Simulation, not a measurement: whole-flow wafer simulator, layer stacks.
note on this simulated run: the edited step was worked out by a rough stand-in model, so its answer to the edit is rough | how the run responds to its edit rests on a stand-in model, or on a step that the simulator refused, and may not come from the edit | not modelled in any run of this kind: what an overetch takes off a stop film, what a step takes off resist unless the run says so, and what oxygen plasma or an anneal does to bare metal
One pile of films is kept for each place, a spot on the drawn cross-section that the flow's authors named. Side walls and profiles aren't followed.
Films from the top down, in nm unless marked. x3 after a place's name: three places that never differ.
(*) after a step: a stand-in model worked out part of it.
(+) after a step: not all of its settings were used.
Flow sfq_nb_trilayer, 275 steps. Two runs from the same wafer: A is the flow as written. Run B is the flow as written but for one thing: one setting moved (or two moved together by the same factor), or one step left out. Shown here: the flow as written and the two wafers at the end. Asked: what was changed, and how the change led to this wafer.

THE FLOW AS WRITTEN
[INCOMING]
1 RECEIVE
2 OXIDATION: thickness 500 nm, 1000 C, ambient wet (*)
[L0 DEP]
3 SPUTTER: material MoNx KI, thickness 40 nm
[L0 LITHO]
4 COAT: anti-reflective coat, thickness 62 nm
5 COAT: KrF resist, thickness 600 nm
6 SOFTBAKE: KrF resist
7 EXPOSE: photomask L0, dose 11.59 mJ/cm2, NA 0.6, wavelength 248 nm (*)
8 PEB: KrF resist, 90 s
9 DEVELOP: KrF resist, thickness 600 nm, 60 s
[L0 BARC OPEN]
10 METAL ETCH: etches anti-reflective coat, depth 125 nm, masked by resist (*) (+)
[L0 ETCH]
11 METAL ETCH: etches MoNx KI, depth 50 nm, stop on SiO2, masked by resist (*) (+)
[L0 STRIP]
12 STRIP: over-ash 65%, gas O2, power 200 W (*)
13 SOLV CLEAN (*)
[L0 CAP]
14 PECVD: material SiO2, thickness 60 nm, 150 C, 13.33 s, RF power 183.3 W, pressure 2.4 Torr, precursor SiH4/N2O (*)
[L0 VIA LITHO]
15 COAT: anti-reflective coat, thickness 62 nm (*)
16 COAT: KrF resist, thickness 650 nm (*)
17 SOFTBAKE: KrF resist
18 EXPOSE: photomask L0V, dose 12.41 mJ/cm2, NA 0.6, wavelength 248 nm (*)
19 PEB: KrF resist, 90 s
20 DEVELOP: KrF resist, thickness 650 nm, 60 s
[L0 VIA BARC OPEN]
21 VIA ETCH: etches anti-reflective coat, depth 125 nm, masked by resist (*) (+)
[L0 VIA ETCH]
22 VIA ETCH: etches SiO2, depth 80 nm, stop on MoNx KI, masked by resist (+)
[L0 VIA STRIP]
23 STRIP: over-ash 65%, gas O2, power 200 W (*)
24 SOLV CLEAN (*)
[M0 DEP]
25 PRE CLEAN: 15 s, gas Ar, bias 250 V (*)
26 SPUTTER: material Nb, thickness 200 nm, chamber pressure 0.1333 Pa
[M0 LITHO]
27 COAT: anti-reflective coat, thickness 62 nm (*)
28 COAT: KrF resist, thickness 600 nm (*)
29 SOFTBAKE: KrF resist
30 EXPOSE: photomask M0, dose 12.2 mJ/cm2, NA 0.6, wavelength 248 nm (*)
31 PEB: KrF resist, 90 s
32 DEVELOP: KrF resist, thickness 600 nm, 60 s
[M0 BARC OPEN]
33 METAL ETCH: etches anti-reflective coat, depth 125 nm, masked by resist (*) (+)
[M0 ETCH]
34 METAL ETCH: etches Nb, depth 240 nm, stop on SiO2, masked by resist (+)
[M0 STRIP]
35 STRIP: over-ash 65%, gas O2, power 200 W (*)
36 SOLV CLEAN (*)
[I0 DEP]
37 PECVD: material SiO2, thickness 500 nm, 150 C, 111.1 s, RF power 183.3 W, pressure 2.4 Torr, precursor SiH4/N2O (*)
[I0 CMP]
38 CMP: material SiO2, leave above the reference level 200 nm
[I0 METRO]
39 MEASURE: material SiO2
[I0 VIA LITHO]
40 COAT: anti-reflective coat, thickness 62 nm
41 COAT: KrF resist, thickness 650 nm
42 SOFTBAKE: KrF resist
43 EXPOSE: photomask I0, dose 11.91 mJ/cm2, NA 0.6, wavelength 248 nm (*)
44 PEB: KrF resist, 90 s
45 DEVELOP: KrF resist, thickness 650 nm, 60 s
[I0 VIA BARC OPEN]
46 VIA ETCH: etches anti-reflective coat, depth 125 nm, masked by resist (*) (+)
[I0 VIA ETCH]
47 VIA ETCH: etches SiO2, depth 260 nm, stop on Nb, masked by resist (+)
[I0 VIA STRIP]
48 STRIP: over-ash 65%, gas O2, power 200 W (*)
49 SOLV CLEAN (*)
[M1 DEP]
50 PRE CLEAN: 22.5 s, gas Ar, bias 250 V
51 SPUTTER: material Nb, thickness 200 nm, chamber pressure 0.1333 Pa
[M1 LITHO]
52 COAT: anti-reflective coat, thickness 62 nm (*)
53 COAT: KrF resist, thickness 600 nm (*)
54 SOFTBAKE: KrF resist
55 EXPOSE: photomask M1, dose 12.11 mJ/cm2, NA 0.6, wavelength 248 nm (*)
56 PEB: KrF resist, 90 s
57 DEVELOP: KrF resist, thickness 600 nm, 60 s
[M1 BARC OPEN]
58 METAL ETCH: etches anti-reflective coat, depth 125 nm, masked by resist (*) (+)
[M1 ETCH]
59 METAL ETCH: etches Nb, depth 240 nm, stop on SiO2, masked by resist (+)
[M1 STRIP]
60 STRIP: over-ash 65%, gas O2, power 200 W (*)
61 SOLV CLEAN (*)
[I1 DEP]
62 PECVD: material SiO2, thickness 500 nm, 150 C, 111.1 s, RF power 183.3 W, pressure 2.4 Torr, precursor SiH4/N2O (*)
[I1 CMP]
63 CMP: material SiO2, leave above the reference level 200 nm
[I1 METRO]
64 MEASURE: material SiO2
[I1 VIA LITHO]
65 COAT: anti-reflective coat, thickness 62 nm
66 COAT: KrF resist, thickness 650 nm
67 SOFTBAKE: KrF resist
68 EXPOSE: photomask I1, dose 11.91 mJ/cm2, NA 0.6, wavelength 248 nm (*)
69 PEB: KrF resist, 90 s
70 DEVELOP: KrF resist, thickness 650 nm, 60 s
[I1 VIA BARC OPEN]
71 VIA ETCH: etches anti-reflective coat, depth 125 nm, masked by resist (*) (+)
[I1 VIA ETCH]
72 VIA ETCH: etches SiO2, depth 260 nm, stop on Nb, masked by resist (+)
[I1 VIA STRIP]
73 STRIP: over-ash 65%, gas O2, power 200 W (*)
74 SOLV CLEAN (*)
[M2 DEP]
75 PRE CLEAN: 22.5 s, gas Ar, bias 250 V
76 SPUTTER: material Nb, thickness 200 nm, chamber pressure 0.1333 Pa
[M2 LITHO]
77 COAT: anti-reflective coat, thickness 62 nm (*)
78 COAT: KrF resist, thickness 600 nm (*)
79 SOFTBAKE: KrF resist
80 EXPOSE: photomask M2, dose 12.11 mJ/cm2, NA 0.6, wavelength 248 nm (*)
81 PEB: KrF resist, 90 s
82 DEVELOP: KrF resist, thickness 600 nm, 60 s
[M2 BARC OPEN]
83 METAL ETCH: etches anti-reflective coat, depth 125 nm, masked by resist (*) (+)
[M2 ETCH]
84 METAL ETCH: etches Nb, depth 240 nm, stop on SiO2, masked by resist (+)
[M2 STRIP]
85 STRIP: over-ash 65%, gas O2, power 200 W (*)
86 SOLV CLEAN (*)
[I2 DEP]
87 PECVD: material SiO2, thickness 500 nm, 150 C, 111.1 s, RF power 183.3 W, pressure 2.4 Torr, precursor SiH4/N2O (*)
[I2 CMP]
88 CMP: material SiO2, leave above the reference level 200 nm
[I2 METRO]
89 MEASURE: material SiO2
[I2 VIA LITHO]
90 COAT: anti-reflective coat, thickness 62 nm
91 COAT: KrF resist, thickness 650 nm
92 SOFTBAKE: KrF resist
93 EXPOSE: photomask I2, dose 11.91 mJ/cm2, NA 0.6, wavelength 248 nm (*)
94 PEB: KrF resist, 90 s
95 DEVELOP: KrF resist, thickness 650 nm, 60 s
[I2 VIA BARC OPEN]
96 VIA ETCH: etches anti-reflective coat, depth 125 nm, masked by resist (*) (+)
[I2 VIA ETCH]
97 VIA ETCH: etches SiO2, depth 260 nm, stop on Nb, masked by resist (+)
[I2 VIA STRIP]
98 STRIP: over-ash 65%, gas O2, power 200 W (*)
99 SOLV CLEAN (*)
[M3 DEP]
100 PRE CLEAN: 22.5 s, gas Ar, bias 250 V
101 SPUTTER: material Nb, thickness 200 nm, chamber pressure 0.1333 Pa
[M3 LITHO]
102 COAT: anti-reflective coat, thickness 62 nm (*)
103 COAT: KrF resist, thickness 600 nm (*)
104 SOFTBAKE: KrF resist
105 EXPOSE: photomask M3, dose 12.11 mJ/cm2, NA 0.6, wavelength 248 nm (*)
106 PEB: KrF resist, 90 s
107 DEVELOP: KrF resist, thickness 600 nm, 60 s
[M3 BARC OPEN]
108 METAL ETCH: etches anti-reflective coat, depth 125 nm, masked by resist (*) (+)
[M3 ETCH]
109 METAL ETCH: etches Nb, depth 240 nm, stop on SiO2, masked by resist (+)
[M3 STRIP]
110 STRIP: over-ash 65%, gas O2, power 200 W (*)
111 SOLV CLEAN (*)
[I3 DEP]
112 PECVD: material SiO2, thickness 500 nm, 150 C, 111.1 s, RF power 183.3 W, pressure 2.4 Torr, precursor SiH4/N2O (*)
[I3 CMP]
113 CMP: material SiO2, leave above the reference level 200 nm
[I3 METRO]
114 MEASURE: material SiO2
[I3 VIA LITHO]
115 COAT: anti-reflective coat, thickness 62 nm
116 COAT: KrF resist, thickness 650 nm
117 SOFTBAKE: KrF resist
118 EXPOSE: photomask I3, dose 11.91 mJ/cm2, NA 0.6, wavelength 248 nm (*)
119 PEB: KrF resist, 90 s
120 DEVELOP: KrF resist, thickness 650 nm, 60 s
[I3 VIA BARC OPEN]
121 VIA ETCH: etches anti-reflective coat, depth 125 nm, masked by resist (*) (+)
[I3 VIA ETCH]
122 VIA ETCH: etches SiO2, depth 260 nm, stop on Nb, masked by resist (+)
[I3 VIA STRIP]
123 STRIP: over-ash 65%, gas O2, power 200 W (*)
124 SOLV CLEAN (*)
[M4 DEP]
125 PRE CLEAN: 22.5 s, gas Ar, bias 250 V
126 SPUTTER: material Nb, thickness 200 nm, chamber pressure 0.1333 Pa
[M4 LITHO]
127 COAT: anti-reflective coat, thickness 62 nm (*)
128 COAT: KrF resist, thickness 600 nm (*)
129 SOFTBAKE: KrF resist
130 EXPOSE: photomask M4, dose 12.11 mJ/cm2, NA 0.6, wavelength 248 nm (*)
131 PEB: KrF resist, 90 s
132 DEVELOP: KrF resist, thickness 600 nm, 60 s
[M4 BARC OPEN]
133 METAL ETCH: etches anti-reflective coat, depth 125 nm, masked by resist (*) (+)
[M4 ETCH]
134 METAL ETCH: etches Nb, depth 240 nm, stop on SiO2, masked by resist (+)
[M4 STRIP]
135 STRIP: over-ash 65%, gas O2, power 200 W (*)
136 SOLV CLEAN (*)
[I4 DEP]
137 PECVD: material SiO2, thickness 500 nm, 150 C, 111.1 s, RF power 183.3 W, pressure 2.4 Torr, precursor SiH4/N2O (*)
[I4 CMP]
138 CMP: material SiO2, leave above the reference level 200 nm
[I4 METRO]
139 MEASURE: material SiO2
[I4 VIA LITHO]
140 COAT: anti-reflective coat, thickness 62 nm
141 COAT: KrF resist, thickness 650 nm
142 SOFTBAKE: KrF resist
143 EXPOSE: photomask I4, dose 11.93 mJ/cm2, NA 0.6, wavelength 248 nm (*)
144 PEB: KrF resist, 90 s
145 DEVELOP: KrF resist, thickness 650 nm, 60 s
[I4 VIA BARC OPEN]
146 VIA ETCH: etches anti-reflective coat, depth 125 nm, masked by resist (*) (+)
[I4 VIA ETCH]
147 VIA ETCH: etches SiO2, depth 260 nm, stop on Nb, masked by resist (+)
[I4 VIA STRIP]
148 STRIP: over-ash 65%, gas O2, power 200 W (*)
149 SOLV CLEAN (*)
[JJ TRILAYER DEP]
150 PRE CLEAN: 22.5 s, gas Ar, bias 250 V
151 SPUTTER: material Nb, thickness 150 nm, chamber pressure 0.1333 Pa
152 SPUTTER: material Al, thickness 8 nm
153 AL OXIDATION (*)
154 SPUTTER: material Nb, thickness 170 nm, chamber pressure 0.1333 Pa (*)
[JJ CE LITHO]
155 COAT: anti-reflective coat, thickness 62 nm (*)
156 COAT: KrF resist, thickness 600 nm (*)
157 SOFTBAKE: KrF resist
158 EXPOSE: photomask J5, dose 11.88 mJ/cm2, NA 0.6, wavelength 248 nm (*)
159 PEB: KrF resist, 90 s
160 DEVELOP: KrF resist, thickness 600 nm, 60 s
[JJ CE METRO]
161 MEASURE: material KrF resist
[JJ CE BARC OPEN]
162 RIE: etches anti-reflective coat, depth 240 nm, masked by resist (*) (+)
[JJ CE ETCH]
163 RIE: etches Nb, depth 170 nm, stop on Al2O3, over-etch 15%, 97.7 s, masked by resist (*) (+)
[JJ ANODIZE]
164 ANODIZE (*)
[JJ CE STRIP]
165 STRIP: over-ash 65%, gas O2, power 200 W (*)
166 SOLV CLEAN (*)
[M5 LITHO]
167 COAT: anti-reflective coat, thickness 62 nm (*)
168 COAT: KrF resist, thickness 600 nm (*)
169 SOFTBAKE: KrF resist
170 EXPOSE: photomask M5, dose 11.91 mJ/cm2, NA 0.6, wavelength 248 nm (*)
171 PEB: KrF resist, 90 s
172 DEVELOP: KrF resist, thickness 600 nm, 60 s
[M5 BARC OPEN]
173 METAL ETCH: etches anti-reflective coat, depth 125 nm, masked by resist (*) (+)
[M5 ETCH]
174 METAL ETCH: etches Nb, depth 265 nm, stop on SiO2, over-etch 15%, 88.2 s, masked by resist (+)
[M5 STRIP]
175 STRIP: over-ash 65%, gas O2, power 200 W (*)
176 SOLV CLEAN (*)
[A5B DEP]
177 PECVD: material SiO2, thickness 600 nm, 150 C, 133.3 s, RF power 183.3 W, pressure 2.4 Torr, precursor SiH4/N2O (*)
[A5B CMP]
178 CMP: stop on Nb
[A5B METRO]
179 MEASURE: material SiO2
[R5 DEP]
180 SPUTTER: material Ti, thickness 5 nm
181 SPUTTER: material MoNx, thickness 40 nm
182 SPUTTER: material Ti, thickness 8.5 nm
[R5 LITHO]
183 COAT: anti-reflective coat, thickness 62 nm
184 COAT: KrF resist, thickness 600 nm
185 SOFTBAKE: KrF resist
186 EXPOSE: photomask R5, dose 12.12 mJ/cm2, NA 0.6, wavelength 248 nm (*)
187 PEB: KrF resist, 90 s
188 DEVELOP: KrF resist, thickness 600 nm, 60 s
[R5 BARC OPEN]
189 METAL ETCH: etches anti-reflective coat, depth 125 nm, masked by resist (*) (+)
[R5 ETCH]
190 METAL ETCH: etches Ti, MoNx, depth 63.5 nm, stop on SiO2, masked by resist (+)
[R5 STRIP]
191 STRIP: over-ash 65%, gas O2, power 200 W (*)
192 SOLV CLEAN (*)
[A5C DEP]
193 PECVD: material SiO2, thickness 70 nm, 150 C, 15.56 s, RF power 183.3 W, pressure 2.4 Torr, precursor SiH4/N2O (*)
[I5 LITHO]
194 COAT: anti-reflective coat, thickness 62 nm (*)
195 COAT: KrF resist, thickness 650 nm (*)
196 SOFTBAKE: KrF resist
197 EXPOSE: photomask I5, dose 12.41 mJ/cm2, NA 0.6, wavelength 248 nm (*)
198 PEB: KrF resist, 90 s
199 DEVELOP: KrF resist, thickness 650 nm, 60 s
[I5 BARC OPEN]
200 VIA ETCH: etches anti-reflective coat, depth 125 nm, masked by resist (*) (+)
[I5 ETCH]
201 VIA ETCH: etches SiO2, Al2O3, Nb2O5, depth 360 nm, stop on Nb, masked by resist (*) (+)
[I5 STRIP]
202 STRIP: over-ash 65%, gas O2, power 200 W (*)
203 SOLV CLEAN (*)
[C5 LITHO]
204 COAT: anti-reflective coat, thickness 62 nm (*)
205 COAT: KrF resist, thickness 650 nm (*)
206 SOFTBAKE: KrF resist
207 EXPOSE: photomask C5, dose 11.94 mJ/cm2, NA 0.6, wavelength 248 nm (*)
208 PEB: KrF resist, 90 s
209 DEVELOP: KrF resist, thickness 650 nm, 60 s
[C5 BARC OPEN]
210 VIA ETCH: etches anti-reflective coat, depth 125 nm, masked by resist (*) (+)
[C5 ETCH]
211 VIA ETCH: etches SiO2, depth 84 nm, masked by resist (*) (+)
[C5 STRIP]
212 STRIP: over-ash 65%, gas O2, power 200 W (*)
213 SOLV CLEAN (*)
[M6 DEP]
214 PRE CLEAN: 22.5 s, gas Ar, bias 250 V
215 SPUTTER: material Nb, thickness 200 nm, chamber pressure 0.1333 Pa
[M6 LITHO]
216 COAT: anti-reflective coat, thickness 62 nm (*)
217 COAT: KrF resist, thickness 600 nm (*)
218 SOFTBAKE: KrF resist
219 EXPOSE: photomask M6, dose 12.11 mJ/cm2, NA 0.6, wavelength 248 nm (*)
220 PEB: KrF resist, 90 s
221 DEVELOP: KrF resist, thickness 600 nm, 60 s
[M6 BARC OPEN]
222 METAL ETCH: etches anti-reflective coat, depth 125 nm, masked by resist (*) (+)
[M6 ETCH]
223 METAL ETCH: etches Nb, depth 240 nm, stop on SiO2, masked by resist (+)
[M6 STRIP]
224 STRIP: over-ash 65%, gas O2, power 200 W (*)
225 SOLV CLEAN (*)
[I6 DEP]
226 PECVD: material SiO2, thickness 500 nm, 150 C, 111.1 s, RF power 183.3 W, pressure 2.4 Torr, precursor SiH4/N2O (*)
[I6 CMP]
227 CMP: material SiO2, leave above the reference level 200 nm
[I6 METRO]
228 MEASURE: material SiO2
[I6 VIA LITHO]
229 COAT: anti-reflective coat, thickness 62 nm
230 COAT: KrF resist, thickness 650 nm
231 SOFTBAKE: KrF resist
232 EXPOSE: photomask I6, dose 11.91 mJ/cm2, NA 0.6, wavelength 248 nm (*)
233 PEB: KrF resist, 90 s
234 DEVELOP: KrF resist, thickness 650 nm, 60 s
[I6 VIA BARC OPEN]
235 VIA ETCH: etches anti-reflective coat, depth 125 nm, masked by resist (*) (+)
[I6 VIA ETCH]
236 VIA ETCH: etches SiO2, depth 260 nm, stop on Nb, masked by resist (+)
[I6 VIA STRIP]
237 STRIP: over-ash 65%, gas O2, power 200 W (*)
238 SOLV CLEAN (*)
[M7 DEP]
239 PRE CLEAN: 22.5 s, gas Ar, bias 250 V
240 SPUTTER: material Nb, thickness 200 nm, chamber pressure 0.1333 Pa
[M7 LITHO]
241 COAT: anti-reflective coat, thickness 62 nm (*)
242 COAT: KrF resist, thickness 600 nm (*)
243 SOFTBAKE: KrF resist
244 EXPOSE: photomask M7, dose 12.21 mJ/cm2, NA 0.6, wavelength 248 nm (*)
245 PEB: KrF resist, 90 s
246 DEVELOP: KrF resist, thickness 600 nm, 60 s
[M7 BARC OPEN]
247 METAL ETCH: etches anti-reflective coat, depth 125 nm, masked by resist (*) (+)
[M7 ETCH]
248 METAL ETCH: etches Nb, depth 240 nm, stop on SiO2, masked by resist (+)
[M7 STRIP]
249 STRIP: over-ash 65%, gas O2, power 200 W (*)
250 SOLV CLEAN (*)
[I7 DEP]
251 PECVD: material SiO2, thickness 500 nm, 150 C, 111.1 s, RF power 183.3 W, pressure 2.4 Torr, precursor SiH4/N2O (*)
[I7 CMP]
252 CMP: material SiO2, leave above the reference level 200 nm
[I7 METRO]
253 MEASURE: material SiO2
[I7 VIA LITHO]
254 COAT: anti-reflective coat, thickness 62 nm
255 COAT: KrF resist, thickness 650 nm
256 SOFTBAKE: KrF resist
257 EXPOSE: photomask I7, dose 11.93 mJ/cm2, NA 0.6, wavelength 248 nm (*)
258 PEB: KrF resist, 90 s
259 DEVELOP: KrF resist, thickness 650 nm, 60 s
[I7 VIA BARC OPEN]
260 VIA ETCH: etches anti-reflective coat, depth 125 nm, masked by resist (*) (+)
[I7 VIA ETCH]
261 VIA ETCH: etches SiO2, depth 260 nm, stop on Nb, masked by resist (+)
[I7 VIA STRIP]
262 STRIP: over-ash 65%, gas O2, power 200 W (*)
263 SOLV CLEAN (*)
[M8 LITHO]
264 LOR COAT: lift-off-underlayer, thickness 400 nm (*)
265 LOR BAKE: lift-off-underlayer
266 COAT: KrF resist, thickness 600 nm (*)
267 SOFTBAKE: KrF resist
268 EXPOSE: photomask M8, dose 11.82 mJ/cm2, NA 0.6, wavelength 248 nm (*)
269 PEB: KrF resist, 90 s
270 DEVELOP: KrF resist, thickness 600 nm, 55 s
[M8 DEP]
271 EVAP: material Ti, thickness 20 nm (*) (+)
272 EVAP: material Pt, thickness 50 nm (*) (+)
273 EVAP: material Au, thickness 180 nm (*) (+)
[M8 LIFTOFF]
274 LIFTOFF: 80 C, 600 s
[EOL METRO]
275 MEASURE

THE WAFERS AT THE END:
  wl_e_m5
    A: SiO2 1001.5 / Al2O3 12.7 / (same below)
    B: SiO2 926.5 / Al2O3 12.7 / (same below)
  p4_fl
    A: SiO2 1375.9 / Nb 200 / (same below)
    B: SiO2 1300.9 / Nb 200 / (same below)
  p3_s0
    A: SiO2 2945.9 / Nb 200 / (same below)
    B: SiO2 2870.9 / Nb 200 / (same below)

The cause: step 251, PECVD: thickness 325 nm was run, where the flow has thickness 500 nm; step 251, PECVD: 72.22 s was run, where the flow has 111.1 s.

How the change led to this, step by step:
  251 PECVD: material SiO2, thickness 500 nm, 150 C, 111.1 s, RF power 183.3 W, pressure 2.4 Torr, precursor SiH4/N2O (*)
      field_l, p4_fl, p4_fm and 56 more: A SiO2 +500 | B SiO2 +325
      v_sur, via_wl, via_w and 37 more: A SiO2 +500 (new film) | B SiO2 +325 (new film)
      (and at 7 more places)
  252 CMP: material SiO2, leave above the reference level 200 nm
      field_l, p4_fl, p4_fm and 56 more: A SiO2 -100 | B nothing
      field_r, lsp_l: A SiO2 -77.7 | B nothing
      (and at 45 more places)
  254 COAT: anti-reflective coat, thickness 62 nm
      jj_sur, ce_l, c5j, ce_r, sp_r, be_r: A anti-reflective coat +62 (new film) | B anti-reflective coat +58.6 (new film)
      wl_j_sl, wl_jj, wl_j_sr, wl_a_sl: A anti-reflective coat +62 (new film) | B anti-reflective coat +60.2 (new film)
      (and at 79 more places)
  255 COAT: KrF resist, thickness 650 nm
      ce_l, c5j, sp_r: A KrF resist +650 (new film) | B KrF resist +636.1 (new film)
      be_r, wl_f_m6: A KrF resist +650 (new film) | B KrF resist +635.8 (new film)
      (and at 47 more places)
  259 DEVELOP: KrF resist, thickness 650 nm, 60 s
      via_wl: A KrF resist -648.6 (all of it) | B KrF resist -621.6 (all of it)
      via_w: A KrF resist -648.6 (all of it) | B KrF resist -625.7 (all of it)
      (and at 1 more place)
  260 VIA ETCH: etches anti-reflective coat, depth 125 nm, masked by resist (*) (+)
      field_l, v_sur, via_sp and 100 more: A KrF resist -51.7 | B KrF resist -47.9
      via_wl: A anti-reflective coat -62 (all of it), SiO2 -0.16 | B anti-reflective coat -57.5 (all of it), SiO2 -0.14
      (and at 2 more places)
  262 STRIP: over-ash 65%, gas O2, power 200 W (*)
      ce_l, c5j, ce_r, sp_r: A KrF resist -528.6 (all of it), anti-reflective coat -62 (all of it) | B KrF resist -518.5 (all of it), anti-reflective coat -58.6 (all of it)
      m0r_line_l, m0r_line_r, m6r_line_l, m6r_line_r: A KrF resist -528.6 (all of it), anti-reflective coat -62 (all of it) | B KrF resist -547 (all of it), anti-reflective coat -63.6 (all of it)
      (and at 79 more places)
  264 LOR COAT: lift-off-underlayer, thickness 400 nm (*)
      wl_e_m5, m5r_space_l, m5r_space_r: A lift-off-underlayer +400 (new film) | B lift-off-underlayer +415.9 (new film)
      c5j, ce_r: A lift-off-underlayer +399.3 (new film) | B lift-off-underlayer +387.1 (new film)
      (and at 71 more places)
  266 COAT: KrF resist, thickness 600 nm (*)
      ln_m6: A KrF resist +597 (new film) | B KrF resist +584.2 (new film)
      l0v: A KrF resist +594.7 (new film) | B KrF resist +609.8 (new film)
      (and at 7 more places)
  270 DEVELOP: KrF resist, thickness 600 nm, 55 s
      field_l: A KrF resist -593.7 (all of it), lift-off-underlayer -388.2 (all of it) | B KrF resist -601.8 (all of it), lift-off-underlayer -414.9 (all of it)
      v_sur: A KrF resist -607.3 (all of it), lift-off-underlayer -369.4 (all of it) | B KrF resist -598 (all of it), lift-off-underlayer -343.4 (all of it)
      (and at 9 more places)
  274 LIFTOFF: 80 C, 600 s
      wl_d_m1, wl_d_sr: A Au -180 (all of it), Pt -50 (all of it), Ti -20 (all of it), KrF resist -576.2 (all of it), lift-off-underlayer -400 (all of it) | B Au -180 (all of it), Pt -50 (all of it), Ti -20 (all of it), KrF resist -588.6 (all of it), lift-off-underlayer -412.2 (all of it)
      m0r_line_l, m6r_line_l: A Au -180 (all of it), Pt -50 (all of it), Ti -20 (all of it), KrF resist -576.2 (all of it), lift-off-underlayer -400 (all of it) | B Au -180 (all of it), Pt -50 (all of it), Ti -20 (all of it), KrF resist -582.6 (all of it), lift-off-underlayer -417.7 (all of it)
      (and at 61 more places)
